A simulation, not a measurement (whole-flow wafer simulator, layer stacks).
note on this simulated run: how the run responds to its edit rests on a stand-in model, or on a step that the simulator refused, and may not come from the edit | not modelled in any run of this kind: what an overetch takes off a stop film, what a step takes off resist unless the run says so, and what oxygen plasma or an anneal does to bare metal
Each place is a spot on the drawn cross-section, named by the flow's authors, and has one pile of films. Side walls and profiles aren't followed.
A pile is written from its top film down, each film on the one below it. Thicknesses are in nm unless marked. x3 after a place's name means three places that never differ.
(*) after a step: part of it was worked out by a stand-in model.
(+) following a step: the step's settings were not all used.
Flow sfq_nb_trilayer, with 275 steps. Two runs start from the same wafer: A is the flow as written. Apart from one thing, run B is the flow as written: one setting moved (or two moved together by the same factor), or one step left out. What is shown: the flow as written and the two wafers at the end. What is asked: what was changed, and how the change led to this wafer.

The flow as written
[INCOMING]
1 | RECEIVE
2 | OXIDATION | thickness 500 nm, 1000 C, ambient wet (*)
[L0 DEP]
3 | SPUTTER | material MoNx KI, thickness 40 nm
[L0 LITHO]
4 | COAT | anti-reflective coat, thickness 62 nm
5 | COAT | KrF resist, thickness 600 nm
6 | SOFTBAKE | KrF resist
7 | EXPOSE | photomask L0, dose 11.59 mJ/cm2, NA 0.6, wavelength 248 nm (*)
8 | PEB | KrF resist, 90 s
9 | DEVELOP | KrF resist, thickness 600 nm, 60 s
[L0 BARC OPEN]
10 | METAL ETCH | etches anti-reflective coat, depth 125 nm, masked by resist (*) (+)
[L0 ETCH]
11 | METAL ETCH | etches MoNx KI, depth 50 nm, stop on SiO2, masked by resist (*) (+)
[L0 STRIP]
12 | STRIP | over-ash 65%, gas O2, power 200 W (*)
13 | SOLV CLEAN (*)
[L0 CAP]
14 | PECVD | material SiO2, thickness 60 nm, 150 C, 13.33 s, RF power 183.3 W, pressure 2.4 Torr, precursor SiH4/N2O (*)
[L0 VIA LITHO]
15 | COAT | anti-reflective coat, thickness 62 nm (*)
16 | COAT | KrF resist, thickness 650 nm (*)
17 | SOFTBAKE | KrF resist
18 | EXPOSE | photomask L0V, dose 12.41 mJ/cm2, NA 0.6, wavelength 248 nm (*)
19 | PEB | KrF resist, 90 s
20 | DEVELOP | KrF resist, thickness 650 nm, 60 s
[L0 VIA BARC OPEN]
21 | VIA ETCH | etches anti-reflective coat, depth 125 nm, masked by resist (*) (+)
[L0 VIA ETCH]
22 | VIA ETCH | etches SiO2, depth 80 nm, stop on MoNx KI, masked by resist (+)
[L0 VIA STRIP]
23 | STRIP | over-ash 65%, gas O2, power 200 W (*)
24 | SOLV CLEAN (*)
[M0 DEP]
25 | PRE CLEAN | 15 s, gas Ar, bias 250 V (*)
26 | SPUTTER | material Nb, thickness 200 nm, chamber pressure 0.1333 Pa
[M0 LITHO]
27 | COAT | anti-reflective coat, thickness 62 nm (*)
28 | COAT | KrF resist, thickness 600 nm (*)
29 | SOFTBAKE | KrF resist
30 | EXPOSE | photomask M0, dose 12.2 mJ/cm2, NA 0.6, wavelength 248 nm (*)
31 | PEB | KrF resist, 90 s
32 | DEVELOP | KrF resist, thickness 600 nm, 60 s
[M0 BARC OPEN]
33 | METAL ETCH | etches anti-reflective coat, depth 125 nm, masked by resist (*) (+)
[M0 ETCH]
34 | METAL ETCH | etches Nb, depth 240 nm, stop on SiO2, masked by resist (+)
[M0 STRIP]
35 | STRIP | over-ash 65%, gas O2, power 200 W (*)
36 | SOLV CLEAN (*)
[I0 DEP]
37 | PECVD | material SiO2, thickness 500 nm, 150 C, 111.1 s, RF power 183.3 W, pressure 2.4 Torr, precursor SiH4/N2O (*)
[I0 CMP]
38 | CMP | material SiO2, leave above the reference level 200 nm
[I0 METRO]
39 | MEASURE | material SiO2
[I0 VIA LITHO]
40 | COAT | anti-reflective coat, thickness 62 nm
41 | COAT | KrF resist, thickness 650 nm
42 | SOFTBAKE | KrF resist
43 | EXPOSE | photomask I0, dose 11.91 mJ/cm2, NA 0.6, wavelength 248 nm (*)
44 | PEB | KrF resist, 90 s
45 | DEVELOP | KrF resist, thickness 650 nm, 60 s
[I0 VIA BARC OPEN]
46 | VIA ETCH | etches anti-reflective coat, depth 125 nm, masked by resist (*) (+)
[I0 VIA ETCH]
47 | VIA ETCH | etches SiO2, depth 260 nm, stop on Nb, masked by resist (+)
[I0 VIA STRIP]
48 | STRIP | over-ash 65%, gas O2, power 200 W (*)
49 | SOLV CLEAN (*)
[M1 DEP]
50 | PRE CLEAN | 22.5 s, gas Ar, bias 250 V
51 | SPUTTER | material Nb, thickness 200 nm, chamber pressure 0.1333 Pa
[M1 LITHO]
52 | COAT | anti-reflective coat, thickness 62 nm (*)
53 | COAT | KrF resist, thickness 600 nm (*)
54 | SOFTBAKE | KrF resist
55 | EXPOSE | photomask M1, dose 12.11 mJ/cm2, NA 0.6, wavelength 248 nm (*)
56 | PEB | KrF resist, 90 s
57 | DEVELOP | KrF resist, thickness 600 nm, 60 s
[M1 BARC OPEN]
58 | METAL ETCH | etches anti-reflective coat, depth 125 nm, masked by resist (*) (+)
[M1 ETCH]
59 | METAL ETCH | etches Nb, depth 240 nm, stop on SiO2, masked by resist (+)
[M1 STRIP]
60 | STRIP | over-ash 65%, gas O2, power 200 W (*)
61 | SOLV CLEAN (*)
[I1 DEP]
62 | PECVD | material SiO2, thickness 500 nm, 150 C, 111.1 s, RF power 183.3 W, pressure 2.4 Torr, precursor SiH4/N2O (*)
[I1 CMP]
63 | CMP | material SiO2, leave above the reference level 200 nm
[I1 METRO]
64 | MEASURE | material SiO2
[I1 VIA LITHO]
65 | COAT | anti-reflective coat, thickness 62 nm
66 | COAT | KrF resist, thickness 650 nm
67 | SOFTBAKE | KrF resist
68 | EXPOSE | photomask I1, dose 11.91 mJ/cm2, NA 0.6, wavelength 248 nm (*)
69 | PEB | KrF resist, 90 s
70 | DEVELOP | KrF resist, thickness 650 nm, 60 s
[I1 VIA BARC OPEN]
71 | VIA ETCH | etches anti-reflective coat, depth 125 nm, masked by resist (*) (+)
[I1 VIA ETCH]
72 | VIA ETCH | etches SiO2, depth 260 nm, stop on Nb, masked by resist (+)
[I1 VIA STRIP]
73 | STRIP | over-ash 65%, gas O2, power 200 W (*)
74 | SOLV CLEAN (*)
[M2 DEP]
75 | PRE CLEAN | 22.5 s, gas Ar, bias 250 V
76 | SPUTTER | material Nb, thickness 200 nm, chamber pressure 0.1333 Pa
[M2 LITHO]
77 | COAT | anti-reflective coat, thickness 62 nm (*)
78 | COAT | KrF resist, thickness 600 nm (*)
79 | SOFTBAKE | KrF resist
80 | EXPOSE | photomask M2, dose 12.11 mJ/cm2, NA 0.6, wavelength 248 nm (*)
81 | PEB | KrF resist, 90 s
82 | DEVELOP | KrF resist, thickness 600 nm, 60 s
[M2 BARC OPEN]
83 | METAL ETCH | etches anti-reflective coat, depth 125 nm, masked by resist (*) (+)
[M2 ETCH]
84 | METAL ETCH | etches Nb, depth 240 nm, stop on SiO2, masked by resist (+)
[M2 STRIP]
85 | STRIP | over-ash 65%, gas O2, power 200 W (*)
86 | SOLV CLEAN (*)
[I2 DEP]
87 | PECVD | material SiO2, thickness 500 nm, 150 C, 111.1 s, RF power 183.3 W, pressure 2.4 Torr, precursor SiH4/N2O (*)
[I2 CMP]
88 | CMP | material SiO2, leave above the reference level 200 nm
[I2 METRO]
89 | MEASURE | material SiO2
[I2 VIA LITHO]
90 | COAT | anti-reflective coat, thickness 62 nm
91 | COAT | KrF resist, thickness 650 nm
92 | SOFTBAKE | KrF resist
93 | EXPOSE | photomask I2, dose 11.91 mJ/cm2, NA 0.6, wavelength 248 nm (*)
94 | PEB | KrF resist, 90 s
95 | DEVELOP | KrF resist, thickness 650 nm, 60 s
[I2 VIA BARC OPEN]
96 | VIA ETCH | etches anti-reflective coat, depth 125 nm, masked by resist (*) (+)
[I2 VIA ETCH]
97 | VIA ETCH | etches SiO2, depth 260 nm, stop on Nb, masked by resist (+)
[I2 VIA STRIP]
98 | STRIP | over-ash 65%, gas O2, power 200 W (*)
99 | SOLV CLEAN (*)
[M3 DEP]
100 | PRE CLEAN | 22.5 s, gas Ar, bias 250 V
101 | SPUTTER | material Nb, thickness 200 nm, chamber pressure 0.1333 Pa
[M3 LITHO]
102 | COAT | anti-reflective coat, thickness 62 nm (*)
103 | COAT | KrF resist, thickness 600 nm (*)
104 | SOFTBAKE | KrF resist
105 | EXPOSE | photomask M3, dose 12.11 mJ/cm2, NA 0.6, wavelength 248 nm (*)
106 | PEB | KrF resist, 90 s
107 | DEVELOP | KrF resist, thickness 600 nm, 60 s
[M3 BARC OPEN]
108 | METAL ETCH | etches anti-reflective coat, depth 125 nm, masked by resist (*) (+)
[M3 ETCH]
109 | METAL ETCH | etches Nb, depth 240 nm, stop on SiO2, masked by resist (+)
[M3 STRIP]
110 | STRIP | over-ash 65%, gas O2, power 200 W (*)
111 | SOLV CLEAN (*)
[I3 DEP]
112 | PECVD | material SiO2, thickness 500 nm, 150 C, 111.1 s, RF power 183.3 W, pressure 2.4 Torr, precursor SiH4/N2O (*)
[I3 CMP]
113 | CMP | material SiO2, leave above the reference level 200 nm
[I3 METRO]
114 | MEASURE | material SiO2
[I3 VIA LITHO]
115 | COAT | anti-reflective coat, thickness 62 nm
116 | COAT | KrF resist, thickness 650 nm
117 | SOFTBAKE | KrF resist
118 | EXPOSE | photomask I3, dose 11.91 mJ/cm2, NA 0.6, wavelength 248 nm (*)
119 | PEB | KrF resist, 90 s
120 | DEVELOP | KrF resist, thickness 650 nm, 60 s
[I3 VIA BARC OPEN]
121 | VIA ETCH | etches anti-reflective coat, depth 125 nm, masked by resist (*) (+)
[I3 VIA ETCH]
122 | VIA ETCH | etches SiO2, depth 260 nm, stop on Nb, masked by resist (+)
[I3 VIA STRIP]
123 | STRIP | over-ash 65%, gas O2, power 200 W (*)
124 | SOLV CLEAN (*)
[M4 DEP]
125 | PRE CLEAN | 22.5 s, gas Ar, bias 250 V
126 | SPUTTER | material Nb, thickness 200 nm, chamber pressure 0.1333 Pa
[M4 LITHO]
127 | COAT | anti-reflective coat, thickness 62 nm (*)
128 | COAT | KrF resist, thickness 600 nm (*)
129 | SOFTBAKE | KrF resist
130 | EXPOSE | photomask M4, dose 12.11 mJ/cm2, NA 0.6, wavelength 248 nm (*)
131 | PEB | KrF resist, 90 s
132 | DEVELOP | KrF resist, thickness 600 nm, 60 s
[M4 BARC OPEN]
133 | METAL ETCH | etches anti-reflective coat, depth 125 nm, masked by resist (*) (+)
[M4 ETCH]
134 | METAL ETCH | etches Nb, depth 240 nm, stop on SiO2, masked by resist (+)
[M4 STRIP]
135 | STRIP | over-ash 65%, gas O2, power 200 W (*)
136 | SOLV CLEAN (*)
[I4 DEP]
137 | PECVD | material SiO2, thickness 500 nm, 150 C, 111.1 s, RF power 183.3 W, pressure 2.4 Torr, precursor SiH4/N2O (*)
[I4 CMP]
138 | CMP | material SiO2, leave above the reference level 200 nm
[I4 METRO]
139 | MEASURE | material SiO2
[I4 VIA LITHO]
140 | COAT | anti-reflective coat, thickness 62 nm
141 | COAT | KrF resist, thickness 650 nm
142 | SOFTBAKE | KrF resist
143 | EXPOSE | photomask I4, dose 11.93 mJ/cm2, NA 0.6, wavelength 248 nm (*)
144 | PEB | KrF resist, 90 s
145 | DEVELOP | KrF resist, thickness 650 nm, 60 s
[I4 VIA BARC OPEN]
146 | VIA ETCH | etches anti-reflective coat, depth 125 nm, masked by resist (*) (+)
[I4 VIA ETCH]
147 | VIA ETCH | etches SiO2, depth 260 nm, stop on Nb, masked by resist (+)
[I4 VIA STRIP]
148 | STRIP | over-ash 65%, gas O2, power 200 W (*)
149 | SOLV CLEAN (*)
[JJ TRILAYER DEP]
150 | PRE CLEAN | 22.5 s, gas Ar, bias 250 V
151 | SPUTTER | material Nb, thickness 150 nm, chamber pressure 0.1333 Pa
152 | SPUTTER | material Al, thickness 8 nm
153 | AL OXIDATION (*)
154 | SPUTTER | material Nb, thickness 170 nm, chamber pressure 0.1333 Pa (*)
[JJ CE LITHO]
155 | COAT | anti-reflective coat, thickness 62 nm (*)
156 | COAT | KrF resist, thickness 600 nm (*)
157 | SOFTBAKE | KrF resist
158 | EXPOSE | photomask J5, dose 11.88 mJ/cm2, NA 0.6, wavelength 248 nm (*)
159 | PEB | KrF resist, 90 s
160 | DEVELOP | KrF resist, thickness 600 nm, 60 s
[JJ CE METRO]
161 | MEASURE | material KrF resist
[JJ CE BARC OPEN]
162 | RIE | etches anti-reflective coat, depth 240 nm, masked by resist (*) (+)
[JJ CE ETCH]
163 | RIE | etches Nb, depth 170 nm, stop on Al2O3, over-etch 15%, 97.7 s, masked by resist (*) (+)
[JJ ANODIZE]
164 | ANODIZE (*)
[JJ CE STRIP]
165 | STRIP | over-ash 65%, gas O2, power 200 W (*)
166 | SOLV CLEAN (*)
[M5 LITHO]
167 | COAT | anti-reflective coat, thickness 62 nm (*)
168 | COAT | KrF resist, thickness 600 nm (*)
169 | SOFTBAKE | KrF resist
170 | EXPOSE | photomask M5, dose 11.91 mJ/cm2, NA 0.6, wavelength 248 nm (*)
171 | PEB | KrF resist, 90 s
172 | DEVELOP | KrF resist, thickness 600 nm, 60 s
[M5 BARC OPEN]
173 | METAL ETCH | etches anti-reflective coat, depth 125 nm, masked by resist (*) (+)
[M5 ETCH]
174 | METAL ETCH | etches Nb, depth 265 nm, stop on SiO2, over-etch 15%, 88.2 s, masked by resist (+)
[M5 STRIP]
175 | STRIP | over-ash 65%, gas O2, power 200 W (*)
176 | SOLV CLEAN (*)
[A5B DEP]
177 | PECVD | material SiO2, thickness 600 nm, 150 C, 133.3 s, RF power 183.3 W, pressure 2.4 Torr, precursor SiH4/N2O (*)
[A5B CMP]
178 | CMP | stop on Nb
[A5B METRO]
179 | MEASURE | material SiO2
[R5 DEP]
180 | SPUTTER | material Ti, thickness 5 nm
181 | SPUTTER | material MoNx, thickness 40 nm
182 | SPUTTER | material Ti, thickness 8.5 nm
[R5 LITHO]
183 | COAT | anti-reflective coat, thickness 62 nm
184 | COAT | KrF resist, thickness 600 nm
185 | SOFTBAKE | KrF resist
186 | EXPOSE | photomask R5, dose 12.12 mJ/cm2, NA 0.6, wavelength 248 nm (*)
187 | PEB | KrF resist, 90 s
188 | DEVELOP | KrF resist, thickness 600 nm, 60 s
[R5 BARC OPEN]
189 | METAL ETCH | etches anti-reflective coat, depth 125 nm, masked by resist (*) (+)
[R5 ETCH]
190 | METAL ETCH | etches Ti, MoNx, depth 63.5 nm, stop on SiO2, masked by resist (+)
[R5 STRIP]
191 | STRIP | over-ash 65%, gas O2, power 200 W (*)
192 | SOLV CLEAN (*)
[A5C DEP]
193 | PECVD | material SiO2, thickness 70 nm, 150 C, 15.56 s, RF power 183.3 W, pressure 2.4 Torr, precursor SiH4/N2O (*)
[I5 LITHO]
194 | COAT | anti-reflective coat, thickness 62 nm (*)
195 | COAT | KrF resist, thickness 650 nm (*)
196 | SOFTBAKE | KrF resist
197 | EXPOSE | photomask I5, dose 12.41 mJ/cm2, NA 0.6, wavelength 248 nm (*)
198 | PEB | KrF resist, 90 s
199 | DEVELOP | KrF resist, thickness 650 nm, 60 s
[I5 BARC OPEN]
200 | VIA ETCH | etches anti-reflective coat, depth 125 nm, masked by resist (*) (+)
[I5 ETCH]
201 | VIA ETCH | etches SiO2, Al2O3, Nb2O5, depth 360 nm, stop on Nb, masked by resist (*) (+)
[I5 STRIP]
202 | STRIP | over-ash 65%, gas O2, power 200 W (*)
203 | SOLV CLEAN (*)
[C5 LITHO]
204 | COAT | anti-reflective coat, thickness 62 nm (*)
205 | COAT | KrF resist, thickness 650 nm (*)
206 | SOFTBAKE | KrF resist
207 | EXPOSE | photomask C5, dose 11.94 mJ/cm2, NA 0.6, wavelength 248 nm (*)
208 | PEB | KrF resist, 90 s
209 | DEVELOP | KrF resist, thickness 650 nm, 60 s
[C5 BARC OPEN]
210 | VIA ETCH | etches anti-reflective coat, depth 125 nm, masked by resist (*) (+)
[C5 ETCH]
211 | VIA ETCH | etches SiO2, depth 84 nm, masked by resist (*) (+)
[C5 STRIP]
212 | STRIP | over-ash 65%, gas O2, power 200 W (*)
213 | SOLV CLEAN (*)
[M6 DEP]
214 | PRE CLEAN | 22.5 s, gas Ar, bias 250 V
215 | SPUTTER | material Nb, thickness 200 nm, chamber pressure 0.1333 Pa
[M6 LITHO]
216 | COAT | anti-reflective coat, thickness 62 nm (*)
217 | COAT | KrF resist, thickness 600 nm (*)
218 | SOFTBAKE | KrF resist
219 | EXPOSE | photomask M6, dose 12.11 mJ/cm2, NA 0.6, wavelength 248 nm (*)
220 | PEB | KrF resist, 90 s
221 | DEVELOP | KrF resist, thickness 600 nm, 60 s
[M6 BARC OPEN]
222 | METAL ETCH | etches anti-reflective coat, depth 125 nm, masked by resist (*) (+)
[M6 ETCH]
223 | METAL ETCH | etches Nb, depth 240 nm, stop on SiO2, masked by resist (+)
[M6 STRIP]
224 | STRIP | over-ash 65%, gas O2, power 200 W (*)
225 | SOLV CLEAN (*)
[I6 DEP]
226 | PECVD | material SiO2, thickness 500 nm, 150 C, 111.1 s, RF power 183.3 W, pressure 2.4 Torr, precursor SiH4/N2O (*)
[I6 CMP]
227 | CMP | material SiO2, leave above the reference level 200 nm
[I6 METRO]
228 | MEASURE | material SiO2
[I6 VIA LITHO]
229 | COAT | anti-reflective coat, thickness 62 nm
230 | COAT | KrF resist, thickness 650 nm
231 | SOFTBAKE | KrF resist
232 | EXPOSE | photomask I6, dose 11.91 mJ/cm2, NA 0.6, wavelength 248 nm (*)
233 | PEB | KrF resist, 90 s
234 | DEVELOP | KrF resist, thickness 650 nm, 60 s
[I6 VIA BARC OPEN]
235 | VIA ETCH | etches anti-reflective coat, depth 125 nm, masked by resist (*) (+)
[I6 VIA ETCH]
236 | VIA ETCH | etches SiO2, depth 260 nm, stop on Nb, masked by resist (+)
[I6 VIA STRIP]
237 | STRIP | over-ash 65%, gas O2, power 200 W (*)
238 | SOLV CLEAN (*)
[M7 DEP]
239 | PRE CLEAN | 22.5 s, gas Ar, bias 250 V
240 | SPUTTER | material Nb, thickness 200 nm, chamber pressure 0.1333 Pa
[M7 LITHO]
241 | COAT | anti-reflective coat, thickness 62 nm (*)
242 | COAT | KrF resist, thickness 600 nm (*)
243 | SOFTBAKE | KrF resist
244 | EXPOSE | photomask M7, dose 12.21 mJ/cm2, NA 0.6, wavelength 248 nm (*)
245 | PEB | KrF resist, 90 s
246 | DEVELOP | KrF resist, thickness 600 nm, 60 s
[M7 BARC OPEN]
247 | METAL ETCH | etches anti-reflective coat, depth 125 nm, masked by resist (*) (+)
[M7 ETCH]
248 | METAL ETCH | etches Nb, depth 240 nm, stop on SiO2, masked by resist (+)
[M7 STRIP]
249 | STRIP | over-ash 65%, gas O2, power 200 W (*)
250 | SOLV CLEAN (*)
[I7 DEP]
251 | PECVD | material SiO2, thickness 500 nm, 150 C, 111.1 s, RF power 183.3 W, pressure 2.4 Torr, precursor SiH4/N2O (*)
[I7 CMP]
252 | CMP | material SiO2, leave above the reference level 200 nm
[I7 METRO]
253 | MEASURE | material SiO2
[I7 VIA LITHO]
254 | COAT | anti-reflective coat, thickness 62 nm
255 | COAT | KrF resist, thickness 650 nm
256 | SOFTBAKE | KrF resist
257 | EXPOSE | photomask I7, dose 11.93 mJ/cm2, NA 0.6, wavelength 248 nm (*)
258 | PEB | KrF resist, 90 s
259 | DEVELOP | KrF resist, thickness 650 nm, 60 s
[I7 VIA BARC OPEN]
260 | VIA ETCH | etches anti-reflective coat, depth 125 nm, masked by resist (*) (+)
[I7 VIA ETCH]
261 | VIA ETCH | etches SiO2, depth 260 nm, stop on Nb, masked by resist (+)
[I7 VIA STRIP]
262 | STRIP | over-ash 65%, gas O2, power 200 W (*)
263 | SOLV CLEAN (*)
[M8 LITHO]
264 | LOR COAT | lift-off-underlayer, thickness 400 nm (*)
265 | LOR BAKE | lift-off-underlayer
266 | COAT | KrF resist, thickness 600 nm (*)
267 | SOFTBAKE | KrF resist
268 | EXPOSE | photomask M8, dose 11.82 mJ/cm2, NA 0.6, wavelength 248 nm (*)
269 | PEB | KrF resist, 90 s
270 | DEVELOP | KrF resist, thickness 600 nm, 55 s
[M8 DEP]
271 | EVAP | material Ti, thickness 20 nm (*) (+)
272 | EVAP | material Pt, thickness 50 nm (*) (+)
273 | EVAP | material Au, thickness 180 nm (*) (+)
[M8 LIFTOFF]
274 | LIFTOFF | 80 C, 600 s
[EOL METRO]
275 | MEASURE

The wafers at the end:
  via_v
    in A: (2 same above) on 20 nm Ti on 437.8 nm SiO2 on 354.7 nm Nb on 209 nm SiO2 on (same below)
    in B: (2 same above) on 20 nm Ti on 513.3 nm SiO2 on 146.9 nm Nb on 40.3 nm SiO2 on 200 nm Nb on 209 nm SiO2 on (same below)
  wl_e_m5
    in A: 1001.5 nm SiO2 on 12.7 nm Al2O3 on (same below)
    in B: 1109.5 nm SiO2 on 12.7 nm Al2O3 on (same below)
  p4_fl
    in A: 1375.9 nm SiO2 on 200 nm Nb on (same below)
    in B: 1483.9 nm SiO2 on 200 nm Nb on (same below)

Cause: step 227, CMP: leave above the reference level 308 nm was run, though the flow has leave above the reference level 200 nm.

How this came from the change, step by step:
  227 | CMP | material SiO2, leave above the reference level 200 nm
      field_l, p4_fl, p4_fm and 59 more: A -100 SiO2 | B nothing
      moat, field_r, lsp_l, ln_m5, lsp_m: A -93.6 SiO2 | B nothing
      (and at 39 other places as well)
  229 | COAT | anti-reflective coat, thickness 62 nm
      moat, r5r_space_c, m8r_pad_l, m8r_pad_r: A +62 anti-reflective coat (new film) | B +64.4 anti-reflective coat (new film)
      v_sur, r5r_line_r: A +62 anti-reflective coat (new film) | B +60.1 anti-reflective coat (new film)
      (and at 11 other places as well)
  236 | VIA ETCH | etches SiO2, depth 260 nm, stop on Nb, masked by resist (+)
      via_v: A -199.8 SiO2 (all of it) | B -260 SiO2
  237 | STRIP | over-ash 65%, gas O2, power 200 W (*)
      m5r_linepad_l, m5r_linepad_r: A -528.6 KrF resist (all of it), -62 anti-reflective coat (all of it) | B -527.4 KrF resist (all of it), -65.4 anti-reflective coat (all of it)
      m8r_pad_l, m8r_pad_r: A -528.6 KrF resist (all of it), -62 anti-reflective coat (all of it) | B -528.3 KrF resist (all of it), -64.4 anti-reflective coat (all of it)
      (and at 13 other places as well)
  239 | PRE CLEAN | 22.5 s, gas Ar, bias 250 V
      via_v: A -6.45 Nb | B -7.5 SiO2
  240 | SPUTTER | material Nb, thickness 200 nm, chamber pressure 0.1333 Pa
      via_v: A +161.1 Nb | B +146.9 Nb (new film)
  241 | COAT | anti-reflective coat, thickness 62 nm (*)
      wl_c_m6, wl_f_m6: A +62 anti-reflective coat (new film) | B +59.4 anti-reflective coat (new film)
      m5r_linepad_l, m5r_linepad_r: A +62 anti-reflective coat (new film) | B +65 anti-reflective coat (new film)
      (and at 15 other places as well)
  242 | COAT | KrF resist, thickness 600 nm (*)
      via_v: A +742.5 KrF resist (new film) | B +800.2 KrF resist (new film)
  247 | METAL ETCH | etches anti-reflective coat, depth 125 nm, masked by resist (*) (+)
      m5r_linepad_l, m5r_linepad_r: A -62 anti-reflective coat (all of it) | B -65 anti-reflective coat (all of it)
      m8r_pad_l, m8r_pad_r: A -62 anti-reflective coat (all of it) | B -64.1 anti-reflective coat (all of it)
      (and at 4 other places as well)
  249 | STRIP | over-ash 65%, gas O2, power 200 W (*)
      v_sur: A -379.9 KrF resist (all of it), -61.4 anti-reflective coat (all of it) | B -376.6 KrF resist (all of it), -58.9 anti-reflective coat (all of it)
      via_wr: A -374.2 KrF resist (all of it), -60.8 anti-reflective coat (all of it) | B -368.8 KrF resist (all of it), -59.5 anti-reflective coat (all of it)
      (and at 10 other places as well)
  251 | PECVD | material SiO2, thickness 500 nm, 150 C, 111.1 s, RF power 183.3 W, pressure 2.4 Torr, precursor SiH4/N2O (*)
      via_v: A +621 SiO2 (new film) | B +670.3 SiO2 (new film)
  252 | CMP | material SiO2, leave above the reference level 200 nm
      field_l, p4_fl, p4_fm and 46 more: A -100 SiO2 | B -92 SiO2
      wl_a_sr, wl_b_sl, wl_b_m5 and 8 more: A -300 SiO2 | B -292 SiO2
      (and at 11 other places as well)
If metal films that touch count as one body, via_v has 7 bodies (between them, from the top down: SiO2 513.3; SiO2 40.3; SiO2 209 / Al2O3 12.7 / Nb2O5 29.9; SiO2 425.9; SiO2 416.9; SiO2 192.5); the flow as written gives 6 bodies (between them, from the top down: SiO2 437.8; SiO2 209 / Al2O3 12.7 / Nb2O5 29.9; SiO2 425.9; SiO2 416.9; SiO2 192.5).
